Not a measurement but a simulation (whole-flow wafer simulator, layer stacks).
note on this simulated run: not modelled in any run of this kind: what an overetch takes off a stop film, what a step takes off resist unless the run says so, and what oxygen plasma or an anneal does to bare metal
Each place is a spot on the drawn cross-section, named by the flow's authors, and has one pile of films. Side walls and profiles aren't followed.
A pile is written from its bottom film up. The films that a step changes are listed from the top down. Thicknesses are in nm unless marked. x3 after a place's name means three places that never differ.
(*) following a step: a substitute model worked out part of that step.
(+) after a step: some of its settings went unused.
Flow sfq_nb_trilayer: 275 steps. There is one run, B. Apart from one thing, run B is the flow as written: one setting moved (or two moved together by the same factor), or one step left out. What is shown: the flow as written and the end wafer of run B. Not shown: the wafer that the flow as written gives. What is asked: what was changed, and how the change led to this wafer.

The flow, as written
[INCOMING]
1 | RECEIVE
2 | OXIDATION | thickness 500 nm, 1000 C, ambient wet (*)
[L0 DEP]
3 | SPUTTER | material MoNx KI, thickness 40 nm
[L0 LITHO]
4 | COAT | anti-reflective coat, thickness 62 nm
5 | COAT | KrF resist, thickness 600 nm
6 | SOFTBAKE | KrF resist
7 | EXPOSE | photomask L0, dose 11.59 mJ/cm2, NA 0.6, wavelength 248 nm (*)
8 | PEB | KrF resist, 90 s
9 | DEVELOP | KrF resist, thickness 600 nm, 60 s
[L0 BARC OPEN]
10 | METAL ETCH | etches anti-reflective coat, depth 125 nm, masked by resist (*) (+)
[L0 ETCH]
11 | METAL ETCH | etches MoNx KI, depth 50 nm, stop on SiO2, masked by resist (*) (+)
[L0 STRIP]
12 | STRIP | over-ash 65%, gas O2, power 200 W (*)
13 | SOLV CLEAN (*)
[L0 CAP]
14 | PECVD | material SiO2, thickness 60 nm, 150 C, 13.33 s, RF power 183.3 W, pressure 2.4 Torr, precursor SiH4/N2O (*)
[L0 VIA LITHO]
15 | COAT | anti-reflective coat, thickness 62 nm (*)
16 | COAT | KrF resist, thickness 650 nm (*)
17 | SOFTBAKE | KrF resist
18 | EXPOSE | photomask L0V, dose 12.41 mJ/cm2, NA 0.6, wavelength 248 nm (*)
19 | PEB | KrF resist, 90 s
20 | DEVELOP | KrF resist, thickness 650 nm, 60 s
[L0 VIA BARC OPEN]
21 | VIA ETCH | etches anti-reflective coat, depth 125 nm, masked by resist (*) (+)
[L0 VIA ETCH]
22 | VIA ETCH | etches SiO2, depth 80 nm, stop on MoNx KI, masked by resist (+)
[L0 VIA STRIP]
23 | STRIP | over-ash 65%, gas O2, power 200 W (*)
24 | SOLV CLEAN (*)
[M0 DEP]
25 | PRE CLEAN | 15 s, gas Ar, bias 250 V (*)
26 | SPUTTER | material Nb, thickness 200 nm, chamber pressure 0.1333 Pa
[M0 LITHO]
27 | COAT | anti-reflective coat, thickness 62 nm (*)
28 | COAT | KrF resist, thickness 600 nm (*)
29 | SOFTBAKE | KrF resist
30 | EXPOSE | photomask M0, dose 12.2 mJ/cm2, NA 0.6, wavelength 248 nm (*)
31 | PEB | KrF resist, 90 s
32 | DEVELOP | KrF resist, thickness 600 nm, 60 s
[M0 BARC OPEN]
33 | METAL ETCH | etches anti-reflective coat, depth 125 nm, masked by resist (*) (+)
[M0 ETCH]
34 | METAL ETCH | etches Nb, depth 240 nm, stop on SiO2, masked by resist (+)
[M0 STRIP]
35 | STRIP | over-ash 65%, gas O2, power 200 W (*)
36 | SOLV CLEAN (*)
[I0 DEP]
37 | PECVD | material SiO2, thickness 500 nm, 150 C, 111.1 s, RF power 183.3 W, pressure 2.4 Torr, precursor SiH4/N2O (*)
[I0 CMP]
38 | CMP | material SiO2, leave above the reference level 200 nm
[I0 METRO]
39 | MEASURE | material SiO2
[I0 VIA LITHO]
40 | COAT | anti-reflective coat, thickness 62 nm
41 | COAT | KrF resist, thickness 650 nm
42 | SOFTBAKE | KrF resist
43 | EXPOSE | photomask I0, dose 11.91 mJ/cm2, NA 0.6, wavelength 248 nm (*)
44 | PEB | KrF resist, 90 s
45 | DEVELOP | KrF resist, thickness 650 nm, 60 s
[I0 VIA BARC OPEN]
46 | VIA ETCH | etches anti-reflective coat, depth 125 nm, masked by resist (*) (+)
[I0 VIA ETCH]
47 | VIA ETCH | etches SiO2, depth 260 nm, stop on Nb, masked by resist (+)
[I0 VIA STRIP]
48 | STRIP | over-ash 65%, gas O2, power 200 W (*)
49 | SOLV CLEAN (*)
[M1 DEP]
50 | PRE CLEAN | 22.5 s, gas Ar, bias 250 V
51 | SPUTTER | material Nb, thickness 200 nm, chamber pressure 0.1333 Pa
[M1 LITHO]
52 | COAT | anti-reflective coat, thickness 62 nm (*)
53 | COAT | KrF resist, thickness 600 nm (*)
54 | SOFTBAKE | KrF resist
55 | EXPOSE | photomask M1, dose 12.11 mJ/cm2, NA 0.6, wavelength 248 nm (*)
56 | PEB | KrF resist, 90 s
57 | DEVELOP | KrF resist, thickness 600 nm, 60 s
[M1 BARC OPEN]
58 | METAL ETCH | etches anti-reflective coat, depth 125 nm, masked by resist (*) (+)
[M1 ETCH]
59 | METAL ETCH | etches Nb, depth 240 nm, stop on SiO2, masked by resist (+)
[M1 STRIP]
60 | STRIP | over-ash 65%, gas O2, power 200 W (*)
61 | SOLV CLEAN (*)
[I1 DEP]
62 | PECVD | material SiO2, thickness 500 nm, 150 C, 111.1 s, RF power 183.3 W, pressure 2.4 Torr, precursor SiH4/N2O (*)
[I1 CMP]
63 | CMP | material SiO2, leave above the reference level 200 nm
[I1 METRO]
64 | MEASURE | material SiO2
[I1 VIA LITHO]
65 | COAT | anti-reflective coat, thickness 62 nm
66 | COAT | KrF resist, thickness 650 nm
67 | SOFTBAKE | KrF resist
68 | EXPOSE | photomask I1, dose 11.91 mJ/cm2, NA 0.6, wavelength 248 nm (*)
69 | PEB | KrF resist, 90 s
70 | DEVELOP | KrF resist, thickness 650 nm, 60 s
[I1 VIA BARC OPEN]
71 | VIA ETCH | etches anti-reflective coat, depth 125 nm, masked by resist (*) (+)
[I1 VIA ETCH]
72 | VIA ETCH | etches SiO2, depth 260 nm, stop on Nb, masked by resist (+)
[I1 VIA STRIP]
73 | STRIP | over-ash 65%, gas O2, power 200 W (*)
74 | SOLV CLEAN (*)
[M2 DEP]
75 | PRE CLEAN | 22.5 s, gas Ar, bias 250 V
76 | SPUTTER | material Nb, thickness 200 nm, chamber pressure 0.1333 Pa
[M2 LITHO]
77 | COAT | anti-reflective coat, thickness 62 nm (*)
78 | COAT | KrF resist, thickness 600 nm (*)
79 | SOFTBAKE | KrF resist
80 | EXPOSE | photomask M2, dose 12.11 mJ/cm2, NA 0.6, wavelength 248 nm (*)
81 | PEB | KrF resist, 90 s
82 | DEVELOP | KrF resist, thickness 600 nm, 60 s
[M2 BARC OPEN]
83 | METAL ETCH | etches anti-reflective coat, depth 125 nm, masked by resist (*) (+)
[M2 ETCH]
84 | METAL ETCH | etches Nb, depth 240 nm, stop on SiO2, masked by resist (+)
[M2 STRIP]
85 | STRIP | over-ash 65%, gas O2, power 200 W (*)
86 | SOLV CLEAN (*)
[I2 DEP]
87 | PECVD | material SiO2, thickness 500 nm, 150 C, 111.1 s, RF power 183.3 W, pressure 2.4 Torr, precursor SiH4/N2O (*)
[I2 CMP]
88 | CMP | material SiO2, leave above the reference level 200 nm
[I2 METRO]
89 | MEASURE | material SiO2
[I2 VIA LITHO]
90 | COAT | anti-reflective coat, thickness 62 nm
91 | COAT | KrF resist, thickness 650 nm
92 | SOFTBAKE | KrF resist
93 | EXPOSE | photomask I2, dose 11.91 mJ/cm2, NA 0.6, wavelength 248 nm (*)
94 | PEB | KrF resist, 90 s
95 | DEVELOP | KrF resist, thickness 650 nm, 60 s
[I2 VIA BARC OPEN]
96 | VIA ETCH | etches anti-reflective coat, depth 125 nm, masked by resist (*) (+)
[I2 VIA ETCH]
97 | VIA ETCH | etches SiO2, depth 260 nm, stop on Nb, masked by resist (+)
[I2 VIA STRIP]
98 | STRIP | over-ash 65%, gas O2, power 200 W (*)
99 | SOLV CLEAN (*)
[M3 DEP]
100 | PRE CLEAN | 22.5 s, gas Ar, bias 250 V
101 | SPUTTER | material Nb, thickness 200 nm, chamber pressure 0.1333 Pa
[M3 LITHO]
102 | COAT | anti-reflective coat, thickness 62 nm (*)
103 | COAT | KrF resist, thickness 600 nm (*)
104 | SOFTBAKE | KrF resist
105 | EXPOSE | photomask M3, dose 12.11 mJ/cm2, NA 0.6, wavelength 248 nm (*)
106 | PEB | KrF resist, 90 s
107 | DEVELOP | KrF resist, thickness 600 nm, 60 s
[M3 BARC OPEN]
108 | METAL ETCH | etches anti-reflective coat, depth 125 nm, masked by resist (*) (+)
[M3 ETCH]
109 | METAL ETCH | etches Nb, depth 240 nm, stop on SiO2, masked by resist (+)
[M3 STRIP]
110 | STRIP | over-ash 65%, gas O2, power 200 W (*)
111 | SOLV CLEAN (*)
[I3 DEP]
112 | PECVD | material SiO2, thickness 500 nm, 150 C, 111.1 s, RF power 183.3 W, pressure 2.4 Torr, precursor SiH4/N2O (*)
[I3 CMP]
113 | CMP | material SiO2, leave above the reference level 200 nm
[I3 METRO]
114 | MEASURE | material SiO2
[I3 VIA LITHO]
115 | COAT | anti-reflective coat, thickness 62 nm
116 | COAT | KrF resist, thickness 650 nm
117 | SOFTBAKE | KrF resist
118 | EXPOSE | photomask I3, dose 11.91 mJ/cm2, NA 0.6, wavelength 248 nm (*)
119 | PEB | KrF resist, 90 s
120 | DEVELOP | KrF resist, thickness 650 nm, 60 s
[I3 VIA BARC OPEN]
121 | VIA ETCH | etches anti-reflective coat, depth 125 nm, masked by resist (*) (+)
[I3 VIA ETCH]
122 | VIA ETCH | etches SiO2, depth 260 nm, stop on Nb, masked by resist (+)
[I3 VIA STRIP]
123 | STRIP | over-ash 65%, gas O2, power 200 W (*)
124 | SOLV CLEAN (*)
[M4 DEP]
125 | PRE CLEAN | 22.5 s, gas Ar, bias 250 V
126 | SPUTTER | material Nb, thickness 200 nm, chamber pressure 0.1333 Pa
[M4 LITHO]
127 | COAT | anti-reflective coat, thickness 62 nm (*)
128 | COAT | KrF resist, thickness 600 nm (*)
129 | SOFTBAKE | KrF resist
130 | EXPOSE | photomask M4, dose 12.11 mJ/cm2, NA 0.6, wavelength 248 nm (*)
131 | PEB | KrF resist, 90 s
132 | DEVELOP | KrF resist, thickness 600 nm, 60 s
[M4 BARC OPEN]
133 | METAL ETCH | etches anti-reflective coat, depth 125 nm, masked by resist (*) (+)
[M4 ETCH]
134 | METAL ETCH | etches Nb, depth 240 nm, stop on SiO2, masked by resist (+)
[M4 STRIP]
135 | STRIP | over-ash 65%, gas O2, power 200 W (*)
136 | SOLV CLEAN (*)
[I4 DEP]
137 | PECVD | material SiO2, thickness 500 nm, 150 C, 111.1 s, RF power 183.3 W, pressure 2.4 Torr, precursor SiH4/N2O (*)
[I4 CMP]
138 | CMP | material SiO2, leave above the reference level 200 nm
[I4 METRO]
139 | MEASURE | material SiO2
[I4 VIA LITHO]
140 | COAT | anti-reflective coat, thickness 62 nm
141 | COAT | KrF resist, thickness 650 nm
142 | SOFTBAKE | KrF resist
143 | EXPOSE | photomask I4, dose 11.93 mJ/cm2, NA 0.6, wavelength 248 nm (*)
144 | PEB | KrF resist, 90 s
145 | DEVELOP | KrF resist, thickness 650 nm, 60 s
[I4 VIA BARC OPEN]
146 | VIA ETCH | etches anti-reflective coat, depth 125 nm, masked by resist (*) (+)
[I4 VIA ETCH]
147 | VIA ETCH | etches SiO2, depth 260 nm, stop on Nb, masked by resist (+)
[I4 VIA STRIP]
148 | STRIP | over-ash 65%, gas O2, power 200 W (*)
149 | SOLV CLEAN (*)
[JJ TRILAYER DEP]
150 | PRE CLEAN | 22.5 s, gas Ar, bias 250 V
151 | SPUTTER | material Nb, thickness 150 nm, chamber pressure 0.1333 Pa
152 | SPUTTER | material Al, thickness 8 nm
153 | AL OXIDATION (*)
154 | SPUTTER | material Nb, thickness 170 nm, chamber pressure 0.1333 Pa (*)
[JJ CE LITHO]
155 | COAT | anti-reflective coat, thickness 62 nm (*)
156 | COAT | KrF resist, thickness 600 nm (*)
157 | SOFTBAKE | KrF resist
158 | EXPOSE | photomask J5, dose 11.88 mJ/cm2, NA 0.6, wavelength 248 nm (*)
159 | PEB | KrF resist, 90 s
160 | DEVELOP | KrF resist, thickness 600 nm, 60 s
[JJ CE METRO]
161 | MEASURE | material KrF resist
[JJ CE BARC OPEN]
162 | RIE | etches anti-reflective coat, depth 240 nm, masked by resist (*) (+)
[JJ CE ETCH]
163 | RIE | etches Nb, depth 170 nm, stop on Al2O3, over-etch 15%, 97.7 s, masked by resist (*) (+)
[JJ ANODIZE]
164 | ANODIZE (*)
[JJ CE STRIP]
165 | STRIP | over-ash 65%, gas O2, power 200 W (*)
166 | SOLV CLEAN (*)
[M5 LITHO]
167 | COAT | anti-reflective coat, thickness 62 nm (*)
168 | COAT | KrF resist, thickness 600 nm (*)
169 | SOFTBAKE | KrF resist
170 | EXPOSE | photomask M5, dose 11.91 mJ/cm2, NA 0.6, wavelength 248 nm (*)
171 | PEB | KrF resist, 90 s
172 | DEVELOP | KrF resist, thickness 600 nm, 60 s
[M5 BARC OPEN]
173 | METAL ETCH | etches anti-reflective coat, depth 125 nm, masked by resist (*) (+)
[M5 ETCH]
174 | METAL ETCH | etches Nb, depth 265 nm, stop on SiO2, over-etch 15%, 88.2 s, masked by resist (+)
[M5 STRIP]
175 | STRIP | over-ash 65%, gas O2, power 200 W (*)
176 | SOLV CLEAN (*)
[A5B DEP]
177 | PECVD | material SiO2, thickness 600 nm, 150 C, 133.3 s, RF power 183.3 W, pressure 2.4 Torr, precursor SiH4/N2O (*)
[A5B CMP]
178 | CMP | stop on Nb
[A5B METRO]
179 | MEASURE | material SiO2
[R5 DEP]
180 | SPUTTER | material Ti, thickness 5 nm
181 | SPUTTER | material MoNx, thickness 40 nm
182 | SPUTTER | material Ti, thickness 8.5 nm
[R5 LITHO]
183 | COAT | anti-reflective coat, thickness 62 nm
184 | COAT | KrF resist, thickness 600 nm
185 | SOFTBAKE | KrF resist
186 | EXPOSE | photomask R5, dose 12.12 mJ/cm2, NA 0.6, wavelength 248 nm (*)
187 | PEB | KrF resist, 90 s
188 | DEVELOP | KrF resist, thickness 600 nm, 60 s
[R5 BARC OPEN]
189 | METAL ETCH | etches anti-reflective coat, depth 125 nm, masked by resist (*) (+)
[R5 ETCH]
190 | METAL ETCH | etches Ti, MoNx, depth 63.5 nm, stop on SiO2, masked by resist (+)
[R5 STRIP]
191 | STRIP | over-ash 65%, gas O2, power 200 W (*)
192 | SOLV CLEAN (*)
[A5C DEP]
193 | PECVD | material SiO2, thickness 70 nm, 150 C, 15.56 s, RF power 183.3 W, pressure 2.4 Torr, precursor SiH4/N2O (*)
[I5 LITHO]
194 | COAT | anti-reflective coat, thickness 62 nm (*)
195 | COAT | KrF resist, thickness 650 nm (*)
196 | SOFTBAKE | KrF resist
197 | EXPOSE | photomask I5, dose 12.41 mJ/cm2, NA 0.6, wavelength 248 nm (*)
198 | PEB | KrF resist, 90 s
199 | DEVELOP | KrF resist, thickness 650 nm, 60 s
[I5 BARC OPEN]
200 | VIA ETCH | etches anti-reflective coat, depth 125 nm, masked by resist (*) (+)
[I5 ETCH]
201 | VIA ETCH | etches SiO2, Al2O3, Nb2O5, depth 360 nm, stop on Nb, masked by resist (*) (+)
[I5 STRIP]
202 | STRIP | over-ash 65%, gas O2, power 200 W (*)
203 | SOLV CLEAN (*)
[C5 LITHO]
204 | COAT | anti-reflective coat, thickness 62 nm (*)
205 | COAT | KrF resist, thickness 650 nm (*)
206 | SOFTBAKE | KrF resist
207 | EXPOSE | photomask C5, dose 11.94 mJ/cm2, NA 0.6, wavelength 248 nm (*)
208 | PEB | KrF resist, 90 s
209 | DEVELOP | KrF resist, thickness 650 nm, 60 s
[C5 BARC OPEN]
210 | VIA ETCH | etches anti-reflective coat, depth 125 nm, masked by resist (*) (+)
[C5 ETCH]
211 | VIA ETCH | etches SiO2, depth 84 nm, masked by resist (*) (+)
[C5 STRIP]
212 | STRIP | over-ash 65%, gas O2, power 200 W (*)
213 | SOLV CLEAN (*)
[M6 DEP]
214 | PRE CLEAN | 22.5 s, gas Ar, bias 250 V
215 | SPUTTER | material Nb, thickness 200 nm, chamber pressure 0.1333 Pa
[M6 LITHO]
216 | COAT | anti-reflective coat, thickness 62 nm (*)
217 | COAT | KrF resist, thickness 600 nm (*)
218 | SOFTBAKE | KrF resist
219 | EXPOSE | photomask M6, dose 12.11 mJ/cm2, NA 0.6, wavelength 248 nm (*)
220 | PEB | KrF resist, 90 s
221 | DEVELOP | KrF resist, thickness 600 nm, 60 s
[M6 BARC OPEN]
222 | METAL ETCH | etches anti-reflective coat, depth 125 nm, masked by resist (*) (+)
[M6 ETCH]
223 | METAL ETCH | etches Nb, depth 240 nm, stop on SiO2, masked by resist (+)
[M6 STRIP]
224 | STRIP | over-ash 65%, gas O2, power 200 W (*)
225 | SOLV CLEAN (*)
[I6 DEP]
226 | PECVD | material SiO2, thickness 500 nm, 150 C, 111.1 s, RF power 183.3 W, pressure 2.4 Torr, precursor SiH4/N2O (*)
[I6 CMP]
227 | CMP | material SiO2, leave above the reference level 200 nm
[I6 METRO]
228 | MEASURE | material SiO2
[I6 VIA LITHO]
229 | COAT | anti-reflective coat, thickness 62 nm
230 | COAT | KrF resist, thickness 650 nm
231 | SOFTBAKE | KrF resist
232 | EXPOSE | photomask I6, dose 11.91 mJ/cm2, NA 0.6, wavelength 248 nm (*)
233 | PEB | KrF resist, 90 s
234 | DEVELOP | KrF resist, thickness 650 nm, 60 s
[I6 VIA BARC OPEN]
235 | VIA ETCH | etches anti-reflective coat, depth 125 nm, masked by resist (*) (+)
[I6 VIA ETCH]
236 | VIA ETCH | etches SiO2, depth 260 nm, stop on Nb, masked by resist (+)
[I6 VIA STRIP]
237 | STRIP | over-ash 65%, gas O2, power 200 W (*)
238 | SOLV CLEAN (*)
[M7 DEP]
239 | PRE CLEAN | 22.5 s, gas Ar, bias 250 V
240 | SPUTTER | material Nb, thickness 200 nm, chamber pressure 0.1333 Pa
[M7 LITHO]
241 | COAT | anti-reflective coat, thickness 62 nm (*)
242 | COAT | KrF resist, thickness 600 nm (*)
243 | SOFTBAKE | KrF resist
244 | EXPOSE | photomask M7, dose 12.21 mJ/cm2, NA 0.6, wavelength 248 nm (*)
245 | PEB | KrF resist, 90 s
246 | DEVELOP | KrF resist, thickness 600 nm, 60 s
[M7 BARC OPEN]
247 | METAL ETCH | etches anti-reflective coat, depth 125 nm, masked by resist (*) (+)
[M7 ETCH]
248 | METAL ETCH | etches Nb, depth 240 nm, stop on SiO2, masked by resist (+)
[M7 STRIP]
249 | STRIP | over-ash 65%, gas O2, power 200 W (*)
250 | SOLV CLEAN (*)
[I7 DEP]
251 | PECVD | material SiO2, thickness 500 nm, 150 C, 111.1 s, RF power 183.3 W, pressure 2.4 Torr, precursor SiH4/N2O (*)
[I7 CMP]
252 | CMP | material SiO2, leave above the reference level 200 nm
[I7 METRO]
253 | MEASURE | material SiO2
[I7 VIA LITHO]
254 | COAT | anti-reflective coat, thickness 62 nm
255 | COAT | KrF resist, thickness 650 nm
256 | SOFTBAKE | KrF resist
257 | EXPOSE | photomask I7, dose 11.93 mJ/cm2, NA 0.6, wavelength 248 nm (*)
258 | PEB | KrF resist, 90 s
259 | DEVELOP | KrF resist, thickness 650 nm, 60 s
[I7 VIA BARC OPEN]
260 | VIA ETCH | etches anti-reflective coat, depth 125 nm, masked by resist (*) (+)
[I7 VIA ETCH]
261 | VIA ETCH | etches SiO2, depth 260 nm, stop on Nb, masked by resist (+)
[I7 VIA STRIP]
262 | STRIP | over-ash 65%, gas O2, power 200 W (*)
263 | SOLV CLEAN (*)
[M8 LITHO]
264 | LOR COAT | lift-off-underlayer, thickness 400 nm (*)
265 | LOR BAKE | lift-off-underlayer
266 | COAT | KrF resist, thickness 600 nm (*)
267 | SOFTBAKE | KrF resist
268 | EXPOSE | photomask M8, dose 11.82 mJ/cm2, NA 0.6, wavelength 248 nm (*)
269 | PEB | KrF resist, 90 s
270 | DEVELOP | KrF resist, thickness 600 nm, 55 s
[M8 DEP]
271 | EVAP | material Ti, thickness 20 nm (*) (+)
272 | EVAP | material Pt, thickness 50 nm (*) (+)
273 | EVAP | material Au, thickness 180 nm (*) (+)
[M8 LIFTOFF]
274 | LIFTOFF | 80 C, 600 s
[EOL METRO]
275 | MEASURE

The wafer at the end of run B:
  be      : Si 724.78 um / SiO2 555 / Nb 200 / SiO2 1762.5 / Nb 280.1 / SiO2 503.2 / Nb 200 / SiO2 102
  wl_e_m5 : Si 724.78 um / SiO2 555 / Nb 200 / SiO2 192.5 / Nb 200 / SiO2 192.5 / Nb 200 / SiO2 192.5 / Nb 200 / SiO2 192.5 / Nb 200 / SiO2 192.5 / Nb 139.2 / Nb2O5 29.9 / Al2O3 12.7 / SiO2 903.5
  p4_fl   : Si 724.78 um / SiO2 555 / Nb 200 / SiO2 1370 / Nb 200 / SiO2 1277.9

Cause: step 252, CMP: leave above the reference level 102 nm was run, while the flow as written has leave above the reference level 200 nm.
The wafer lets one read it off: be has SiO2 102, and step 252 as written asks for 200 nm.

Step by step, how the change led to this:
  252 | CMP | material SiO2, leave above the reference level 200 nm
      field_l, p4_fl, p4_fm and 56 more: -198 SiO2 (it would be, as written: -100 SiO2)
      v_sur, via_wl, via_w and 37 more: -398 SiO2 (it would be, as written: -300 SiO2)
      (also at 7 further places)
  261 | VIA ETCH | etches SiO2, depth 260 nm, stop on Nb, masked by resist (+)
      field_l, v_sur, via_sp and 100 more: -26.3 KrF resist (it would be, as written: -44.8 KrF resist)
      via_wl, via_w, via_wr: -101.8 SiO2 (all of it) (it would be, as written: -199.8 SiO2 (all of it))
  262 | STRIP | over-ash 65%, gas O2, power 200 W (*)
      field_l, v_sur, via_sp and 100 more: -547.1 KrF resist (all of it), -62 anti-reflective coat (all of it) (it would be, as written: -528.6 KrF resist (all of it), -62 anti-reflective coat (all of it))
  264 | LOR COAT | lift-off-underlayer, thickness 400 nm (*)
      via_wl, via_wr: +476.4 lift-off-underlayer (new film) (it would be, as written: +549.8 lift-off-underlayer (new film))
      v_sur: +384.4 lift-off-underlayer (new film) (it would be, as written: +369.4 lift-off-underlayer (new film))
      (also at 2 further places)
  266 | COAT | KrF resist, thickness 600 nm (*)
      via_w: +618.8 KrF resist (new film) (it would be, as written: +636.8 KrF resist (new film))
      via_wr: +613.2 KrF resist (new film) (it would be, as written: +626 KrF resist (new film))
  270 | DEVELOP | KrF resist, thickness 600 nm, 55 s
      v_sur: -603.1 KrF resist (all of it), -384.4 lift-off-underlayer (all of it) (it would be, as written: -607.3 KrF resist (all of it), -369.4 lift-off-underlayer (all of it))
      via_wl: -611.6 KrF resist (all of it), -476.4 lift-off-underlayer (all of it) (it would be, as written: -623.9 KrF resist (all of it), -549.8 lift-off-underlayer (all of it))
      (also at 3 further places)
